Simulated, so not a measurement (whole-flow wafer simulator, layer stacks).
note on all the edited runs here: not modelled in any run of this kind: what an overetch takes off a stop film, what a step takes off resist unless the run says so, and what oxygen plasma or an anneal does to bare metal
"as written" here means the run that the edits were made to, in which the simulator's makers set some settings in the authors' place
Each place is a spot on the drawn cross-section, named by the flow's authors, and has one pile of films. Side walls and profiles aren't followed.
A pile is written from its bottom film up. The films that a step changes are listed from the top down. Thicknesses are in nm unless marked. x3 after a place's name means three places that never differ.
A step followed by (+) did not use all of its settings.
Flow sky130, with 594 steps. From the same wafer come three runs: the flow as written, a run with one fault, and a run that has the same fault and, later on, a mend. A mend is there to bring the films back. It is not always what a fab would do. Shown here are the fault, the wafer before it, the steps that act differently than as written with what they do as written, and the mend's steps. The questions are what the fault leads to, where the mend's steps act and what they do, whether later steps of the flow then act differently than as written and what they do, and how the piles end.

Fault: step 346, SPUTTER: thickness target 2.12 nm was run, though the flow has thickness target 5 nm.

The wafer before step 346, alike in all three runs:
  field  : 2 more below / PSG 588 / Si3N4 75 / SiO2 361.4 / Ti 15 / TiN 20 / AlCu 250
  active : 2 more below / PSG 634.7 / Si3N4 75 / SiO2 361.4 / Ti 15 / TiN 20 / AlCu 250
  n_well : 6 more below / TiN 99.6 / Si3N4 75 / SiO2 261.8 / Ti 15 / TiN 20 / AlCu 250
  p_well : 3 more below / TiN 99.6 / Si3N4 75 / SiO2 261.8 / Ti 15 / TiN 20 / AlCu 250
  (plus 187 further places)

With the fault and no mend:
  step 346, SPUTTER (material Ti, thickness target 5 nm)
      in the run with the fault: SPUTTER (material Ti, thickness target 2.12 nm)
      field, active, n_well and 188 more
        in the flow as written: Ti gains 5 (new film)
        in the run with the fault: Ti gains 2.12 (new film)
  Steps further on in the flow that do not act as written (not shown: 18 more steps that differ only slightly, by at most 2% or 0.5 nm, whichever is larger):
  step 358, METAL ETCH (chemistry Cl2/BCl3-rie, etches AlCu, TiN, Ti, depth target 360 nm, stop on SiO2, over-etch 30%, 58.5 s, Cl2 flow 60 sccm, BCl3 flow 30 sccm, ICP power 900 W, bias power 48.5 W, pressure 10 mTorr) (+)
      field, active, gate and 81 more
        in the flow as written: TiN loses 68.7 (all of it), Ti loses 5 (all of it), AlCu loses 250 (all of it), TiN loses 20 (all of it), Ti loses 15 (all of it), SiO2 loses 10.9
        in the run with the fault: TiN loses 68.7 (all of it), Ti loses 2.12 (all of it), AlCu loses 250 (all of it), TiN loses 20 (all of it), Ti loses 15 (all of it), SiO2 loses 11.2
  By the end, the piles at n_well, p_well, gate_hv and 104 more depart from the flow's by more than 2% or 0.5 nm, whichever is larger.
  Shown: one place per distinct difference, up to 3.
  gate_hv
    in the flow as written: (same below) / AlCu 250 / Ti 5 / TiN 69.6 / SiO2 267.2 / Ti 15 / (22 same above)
    in the run with the fault: (same below) / AlCu 250 / Ti 2.12 / TiN 69.6 / SiO2 270.1 / Ti 15 / (22 same above)
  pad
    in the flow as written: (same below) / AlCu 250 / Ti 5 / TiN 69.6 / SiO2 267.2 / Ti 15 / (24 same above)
    in the run with the fault: (same below) / AlCu 250 / Ti 2.12 / TiN 69.6 / SiO2 270.1 / Ti 15 / (24 same above)
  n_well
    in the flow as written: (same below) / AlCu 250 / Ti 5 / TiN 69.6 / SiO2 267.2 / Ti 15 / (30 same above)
    in the run with the fault: (same below) / AlCu 250 / Ti 2.12 / TiN 69.6 / SiO2 270.1 / Ti 15 / (30 same above)

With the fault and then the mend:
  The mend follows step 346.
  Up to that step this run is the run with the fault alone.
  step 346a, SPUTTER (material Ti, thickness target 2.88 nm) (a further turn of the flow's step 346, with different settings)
      field, active, n_well and 188 more
        Ti gains 2.88
  Later steps of the flow that are run all act as written at every place that is followed.
  At every place that both follow, the piles at the end match the flow's.
